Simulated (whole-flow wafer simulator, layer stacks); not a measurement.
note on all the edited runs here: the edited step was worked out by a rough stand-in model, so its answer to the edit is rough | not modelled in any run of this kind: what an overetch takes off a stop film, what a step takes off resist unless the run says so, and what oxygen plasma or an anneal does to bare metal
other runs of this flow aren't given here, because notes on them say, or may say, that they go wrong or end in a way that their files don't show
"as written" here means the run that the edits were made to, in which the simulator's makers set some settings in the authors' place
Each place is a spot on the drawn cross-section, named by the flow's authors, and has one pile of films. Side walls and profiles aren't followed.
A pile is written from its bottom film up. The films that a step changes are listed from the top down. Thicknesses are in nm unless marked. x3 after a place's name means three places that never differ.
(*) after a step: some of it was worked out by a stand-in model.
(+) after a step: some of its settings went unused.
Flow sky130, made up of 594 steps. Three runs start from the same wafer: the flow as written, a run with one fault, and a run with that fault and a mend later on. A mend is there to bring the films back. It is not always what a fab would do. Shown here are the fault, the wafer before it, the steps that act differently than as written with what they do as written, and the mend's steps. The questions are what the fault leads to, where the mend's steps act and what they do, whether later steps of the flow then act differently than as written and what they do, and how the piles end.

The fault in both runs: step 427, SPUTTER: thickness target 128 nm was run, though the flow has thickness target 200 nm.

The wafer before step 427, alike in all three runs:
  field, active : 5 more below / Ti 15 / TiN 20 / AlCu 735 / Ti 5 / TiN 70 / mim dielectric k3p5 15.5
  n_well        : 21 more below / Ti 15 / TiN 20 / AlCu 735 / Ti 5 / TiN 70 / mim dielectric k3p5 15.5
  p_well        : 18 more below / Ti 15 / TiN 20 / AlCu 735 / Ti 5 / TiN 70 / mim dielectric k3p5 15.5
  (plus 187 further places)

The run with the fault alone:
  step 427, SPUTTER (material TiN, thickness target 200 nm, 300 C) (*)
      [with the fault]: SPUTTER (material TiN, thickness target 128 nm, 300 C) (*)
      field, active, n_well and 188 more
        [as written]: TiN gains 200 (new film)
        [with the fault]: TiN gains 128 (new film)
  Steps further on in the flow that do not act as written (3 more steps, not shown, differ only slightly: by at most 2% or 0.5 nm, whichever is larger):
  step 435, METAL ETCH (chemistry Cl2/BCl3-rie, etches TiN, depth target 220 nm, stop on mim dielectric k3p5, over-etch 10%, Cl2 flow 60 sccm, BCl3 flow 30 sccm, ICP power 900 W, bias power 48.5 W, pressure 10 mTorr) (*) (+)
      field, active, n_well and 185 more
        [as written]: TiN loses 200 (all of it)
        [with the fault]: TiN loses 128 (all of it)
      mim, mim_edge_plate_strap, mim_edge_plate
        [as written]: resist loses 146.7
        [with the fault]: resist loses 93.9
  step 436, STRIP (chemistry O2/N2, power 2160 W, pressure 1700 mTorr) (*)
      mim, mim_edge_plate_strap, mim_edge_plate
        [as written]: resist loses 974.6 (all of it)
        [with the fault]: resist loses 1027.4 (all of it)
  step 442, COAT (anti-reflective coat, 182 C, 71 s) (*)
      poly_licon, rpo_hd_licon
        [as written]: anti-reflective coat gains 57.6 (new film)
        [with the fault]: anti-reflective coat gains 76.6 (new film)
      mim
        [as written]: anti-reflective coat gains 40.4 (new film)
        [with the fault]: anti-reflective coat gains 29.6 (new film)
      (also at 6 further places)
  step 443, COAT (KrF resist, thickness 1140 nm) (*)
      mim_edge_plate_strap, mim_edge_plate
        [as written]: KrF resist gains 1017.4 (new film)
        [with the fault]: KrF resist gains 1089.4 (new film)
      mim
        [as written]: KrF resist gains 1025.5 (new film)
        [with the fault]: KrF resist gains 1086.7 (new film)
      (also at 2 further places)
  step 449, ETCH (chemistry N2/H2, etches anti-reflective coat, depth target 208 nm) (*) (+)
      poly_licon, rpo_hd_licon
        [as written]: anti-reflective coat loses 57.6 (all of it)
        [with the fault]: anti-reflective coat loses 76.6 (all of it)
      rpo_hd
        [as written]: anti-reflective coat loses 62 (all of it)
        [with the fault]: anti-reflective coat loses 73.7 (all of it)
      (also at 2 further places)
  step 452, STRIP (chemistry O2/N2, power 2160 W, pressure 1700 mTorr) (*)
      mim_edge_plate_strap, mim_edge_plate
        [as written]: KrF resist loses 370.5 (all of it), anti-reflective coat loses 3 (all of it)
        [with the fault]: KrF resist loses 442.4 (all of it), anti-reflective coat loses 3 (all of it)
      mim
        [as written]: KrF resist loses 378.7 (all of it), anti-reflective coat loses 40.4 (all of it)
        [with the fault]: KrF resist loses 439.8 (all of it), anti-reflective coat loses 29.6 (all of it)
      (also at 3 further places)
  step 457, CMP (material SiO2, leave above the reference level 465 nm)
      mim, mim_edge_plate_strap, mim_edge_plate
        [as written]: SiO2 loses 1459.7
        [with the fault]: SiO2 loses 1387.7
  By the end, the piles at mim, mim_edge_plate_strap, mim_edge_plate depart from the flow's by more than 2% or 0.5 nm, whichever is larger.
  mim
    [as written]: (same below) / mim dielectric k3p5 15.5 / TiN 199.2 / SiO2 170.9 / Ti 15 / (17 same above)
    [with the fault]: (same below) / mim dielectric k3p5 15.5 / TiN 127.2 / SiO2 242.9 / Ti 15 / (17 same above)
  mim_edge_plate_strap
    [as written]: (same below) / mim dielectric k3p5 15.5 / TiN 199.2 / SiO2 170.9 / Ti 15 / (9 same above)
    [with the fault]: (same below) / mim dielectric k3p5 15.5 / TiN 127.2 / SiO2 242.9 / Ti 15 / (9 same above)
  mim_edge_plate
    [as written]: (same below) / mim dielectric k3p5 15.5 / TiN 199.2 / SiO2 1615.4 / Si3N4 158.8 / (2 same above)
    [with the fault]: (same below) / mim dielectric k3p5 15.5 / TiN 127.2 / SiO2 1687.4 / Si3N4 158.8 / (2 same above)

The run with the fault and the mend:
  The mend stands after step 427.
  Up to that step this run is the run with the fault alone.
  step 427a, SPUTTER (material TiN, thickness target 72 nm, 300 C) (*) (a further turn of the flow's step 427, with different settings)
      field, active, n_well and 188 more
        TiN gains 72
  Every later step of the flow that is run acts as written at every place that is followed.
  By the end, the piles equal the flow's at every place that both follow.
